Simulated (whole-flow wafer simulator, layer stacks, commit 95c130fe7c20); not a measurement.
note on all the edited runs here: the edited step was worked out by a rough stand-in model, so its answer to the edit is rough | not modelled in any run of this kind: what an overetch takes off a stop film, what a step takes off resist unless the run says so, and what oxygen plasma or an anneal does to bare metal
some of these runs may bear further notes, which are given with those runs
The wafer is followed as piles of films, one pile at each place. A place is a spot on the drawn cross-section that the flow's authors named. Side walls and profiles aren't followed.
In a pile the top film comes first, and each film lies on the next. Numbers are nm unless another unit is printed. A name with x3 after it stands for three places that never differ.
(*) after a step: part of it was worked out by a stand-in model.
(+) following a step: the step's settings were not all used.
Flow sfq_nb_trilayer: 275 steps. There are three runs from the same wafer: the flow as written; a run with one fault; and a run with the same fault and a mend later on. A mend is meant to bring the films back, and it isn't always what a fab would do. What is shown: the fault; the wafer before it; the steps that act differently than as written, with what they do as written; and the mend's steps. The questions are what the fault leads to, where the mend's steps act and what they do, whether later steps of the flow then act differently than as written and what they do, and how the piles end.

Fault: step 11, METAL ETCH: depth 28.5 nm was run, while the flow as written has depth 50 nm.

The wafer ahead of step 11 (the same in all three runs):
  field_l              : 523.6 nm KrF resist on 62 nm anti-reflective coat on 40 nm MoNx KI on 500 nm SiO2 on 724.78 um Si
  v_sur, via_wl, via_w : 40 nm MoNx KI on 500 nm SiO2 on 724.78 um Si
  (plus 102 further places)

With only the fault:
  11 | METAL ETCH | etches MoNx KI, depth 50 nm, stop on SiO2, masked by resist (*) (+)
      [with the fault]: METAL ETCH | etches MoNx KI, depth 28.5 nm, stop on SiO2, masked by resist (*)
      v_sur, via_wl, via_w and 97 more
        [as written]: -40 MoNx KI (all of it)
        [with the fault]: -28.5 MoNx KI
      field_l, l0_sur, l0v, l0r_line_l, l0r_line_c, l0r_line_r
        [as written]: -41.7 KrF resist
        [with the fault]: -23.8 KrF resist
  Steps further on in the flow that do not act as written (8 other steps are not shown; they differ only slightly, by no more than 2% or 0.5 nm, whichever is larger):
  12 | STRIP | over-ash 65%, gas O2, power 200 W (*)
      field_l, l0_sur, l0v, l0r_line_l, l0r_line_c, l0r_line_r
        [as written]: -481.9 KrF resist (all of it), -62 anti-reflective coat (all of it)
        [with the fault]: -499.8 KrF resist (all of it), -62 anti-reflective coat (all of it)
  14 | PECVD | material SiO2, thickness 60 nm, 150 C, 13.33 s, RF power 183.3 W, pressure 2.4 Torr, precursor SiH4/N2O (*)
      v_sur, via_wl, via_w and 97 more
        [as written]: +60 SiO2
        [with the fault]: +60 SiO2 (new film)
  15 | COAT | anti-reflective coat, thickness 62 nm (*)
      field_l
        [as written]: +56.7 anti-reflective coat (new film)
        [with the fault]: +58.1 anti-reflective coat (new film)
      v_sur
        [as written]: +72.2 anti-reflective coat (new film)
        [with the fault]: +69.3 anti-reflective coat (new film)
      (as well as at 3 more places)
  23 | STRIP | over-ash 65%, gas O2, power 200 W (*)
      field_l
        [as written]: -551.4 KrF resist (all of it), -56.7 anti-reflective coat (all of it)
        [with the fault]: -553.9 KrF resist (all of it), -58.1 anti-reflective coat (all of it)
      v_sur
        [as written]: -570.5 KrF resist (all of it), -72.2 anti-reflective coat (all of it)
        [with the fault]: -567.2 KrF resist (all of it), -69.3 anti-reflective coat (all of it)
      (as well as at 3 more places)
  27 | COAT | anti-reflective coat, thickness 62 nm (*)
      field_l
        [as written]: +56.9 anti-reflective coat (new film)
        [with the fault]: +58.2 anti-reflective coat (new film)
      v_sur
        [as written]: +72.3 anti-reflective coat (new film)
        [with the fault]: +69.5 anti-reflective coat (new film)
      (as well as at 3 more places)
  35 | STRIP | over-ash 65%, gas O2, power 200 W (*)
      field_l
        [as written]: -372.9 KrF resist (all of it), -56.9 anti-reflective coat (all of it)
        [with the fault]: -375.6 KrF resist (all of it), -58.2 anti-reflective coat (all of it)
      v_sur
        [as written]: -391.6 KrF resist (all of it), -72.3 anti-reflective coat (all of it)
        [with the fault]: -388.8 KrF resist (all of it), -69.5 anti-reflective coat (all of it)
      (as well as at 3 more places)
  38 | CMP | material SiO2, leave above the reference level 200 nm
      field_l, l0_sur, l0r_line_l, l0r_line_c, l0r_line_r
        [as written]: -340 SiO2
        [with the fault]: -328.5 SiO2
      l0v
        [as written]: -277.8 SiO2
        [with the fault]: -266.3 SiO2
  At v_sur, via_wl, via_w and 97 more, the piles at the end differ from the flow's by more than 2% or 0.5 nm, whichever is larger.
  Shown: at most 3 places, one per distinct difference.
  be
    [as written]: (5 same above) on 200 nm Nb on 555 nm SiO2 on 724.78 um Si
    [with the fault]: (5 same above) on 200 nm Nb on 55 nm SiO2 on 11.5 nm MoNx KI on 500 nm SiO2 on 724.78 um Si
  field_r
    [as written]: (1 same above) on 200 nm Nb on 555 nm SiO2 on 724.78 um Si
    [with the fault]: (1 same above) on 200 nm Nb on 55 nm SiO2 on 11.5 nm MoNx KI on 500 nm SiO2 on 724.78 um Si
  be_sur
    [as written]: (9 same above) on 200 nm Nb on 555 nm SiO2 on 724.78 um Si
    [with the fault]: (9 same above) on 200 nm Nb on 55 nm SiO2 on 11.5 nm MoNx KI on 500 nm SiO2 on 724.78 um Si

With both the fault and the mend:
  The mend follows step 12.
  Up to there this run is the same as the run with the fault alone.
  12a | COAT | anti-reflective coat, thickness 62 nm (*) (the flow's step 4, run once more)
      p4_fl x3, p4_w1 x9, p4_g1 x2 and 59 more
        +62 anti-reflective coat (new film)
      be_sur, gap, jj_sur and 9 more
        +63.2 anti-reflective coat (new film)
      via_v, wire, be, field_r, lsp_l
        +63.3 anti-reflective coat (new film)
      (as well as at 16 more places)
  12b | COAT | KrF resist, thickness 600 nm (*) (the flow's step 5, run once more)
      p4_fl x3, p4_w1 x9, p4_g1 x2 and 59 more
        +600 KrF resist (new film)
      gap, jj_sur, ce_l and 6 more
        +604.8 KrF resist (new film)
      l0r_line_l, l0r_line_c, l0r_line_r
        +597 KrF resist (new film)
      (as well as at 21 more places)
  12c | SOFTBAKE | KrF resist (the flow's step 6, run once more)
      does not change any film at any place that is followed
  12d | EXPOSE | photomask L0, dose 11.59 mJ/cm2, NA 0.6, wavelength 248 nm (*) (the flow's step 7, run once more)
      does not change any film at any place that is followed
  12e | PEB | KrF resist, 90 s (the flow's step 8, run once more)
      p4_fl x3, p4_w1 x9, p4_g1 x2 and 62 more
        -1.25 KrF resist
      via_v, wire, be and 14 more
        -1.26 KrF resist
      v_sur, via_wl, via_w and 6 more
        -1.27 KrF resist
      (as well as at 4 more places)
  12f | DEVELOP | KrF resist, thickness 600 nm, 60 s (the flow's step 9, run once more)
      p4_fl x3, p4_w1 x9, p4_g1 x2 and 59 more
        -598.7 KrF resist (all of it)
      jj_sur, ce_l, c5j, ce_r, sp_r, be_r, r_sur
        -603.5 KrF resist (all of it)
      field_l, l0_sur, l0v, l0r_line_l, l0r_line_c, l0r_line_r
        -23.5 KrF resist
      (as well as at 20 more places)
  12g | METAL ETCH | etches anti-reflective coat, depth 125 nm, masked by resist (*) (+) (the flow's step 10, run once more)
      p4_fl x3, p4_w1 x9, p4_g1 x2 and 59 more
        -62 anti-reflective coat (all of it)
      be_sur, gap, jj_sur and 9 more
        -63.2 anti-reflective coat (all of it)
      field_l, l0_sur, l0v, l0r_line_l, l0r_line_c, l0r_line_r
        -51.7 KrF resist
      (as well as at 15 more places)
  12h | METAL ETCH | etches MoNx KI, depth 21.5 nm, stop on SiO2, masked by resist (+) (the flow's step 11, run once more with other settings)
      v_sur, via_wl, via_w and 97 more
        -11.5 MoNx KI (all of it)
      field_l, l0_sur, l0v, l0r_line_l, l0r_line_c, l0r_line_r
        -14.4 KrF resist
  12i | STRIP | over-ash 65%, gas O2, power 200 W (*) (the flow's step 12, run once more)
      l0r_line_l, l0r_line_c, l0r_line_r
        -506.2 KrF resist (all of it), -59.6 anti-reflective coat (all of it)
      field_l
        -502.6 KrF resist (all of it), -57.9 anti-reflective coat (all of it)
      l0_sur
        -503.9 KrF resist (all of it), -55.8 anti-reflective coat (all of it)
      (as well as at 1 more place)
  Later steps of the flow that are run all act as written at every place that is followed.
  The piles end the same as the flow's at every place that both follow.
